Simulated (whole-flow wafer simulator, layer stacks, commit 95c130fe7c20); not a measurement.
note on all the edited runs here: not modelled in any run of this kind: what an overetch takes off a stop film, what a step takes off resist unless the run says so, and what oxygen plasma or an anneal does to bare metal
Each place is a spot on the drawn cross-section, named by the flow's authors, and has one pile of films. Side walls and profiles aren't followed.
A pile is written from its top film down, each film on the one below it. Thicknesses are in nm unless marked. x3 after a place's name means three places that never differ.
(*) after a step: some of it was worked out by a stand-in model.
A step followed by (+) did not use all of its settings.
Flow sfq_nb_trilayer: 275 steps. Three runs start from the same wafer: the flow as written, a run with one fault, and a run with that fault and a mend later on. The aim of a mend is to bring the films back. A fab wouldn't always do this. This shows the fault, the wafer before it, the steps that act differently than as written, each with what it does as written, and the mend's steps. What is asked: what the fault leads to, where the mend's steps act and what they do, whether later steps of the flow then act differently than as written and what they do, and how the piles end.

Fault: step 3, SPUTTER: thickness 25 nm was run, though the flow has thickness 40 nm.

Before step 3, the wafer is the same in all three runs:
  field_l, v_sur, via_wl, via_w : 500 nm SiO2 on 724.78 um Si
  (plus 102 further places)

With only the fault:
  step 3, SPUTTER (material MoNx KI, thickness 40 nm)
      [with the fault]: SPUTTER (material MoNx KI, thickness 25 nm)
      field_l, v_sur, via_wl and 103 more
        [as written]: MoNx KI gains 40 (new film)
        [with the fault]: MoNx KI gains 25 (new film)
  Later steps of the flow acting differently than as written (not shown: 8 more steps that differ only slightly, by at most 2% or 0.5 nm, whichever is larger):
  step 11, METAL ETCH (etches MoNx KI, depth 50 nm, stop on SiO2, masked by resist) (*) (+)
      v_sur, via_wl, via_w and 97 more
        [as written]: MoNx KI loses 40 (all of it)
        [with the fault]: MoNx KI loses 25 (all of it)
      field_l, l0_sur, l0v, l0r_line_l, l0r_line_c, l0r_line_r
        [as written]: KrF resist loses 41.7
        [with the fault]: KrF resist loses 31.2
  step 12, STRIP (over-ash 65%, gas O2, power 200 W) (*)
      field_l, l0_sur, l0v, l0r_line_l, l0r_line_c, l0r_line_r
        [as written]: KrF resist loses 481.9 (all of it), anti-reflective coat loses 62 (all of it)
        [with the fault]: KrF resist loses 492.3 (all of it), anti-reflective coat loses 62 (all of it)
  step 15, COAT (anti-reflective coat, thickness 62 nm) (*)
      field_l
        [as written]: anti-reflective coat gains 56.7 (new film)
        [with the fault]: anti-reflective coat gains 58.5 (new film)
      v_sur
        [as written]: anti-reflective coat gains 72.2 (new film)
        [with the fault]: anti-reflective coat gains 68.5 (new film)
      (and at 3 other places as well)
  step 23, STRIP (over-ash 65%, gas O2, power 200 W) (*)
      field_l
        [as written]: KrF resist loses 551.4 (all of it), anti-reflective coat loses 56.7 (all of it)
        [with the fault]: KrF resist loses 554.6 (all of it), anti-reflective coat loses 58.5 (all of it)
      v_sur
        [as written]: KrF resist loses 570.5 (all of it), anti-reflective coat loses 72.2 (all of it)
        [with the fault]: KrF resist loses 566.2 (all of it), anti-reflective coat loses 68.5 (all of it)
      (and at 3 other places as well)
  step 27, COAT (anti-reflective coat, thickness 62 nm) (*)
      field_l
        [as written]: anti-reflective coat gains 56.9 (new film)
        [with the fault]: anti-reflective coat gains 58.6 (new film)
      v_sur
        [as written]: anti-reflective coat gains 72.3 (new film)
        [with the fault]: anti-reflective coat gains 68.4 (new film)
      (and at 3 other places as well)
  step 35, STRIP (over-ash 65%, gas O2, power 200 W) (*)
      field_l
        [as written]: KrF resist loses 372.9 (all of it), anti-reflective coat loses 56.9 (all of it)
        [with the fault]: KrF resist loses 376.4 (all of it), anti-reflective coat loses 58.6 (all of it)
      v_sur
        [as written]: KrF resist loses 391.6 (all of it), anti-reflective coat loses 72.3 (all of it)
        [with the fault]: KrF resist loses 388.1 (all of it), anti-reflective coat loses 68.4 (all of it)
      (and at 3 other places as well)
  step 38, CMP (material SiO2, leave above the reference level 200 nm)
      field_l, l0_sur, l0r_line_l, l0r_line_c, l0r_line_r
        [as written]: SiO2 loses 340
        [with the fault]: SiO2 loses 325
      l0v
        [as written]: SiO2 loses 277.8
        [with the fault]: SiO2 loses 262.8
  At field_l, l0_sur, l0v, l0r_line_l, l0r_line_c, l0r_line_r, the piles at the end differ from the flow's by more than 2% or 0.5 nm, whichever is larger.
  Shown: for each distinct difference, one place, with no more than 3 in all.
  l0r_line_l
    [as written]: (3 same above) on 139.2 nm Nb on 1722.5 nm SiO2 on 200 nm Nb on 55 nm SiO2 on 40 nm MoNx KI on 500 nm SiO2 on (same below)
    [with the fault]: (3 same above) on 139.2 nm Nb on 1737.5 nm SiO2 on 200 nm Nb on 55 nm SiO2 on 25 nm MoNx KI on 500 nm SiO2 on (same below)
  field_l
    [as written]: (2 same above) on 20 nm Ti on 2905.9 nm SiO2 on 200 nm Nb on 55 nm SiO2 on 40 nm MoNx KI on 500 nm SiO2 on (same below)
    [with the fault]: (2 same above) on 20 nm Ti on 2920.9 nm SiO2 on 200 nm Nb on 55 nm SiO2 on 25 nm MoNx KI on 500 nm SiO2 on (same below)
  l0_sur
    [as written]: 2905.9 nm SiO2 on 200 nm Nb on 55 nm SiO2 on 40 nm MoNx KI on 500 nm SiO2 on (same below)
    [with the fault]: 2920.9 nm SiO2 on 200 nm Nb on 55 nm SiO2 on 25 nm MoNx KI on 500 nm SiO2 on (same below)

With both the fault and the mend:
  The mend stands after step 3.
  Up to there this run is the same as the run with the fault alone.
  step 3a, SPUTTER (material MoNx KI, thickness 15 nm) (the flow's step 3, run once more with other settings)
      field_l, v_sur, via_wl and 103 more
        MoNx KI gains 15
  None of the later steps of the flow acts differently than as written at any place that is followed.
  By the end, the piles equal the flow's at every place that both follow.
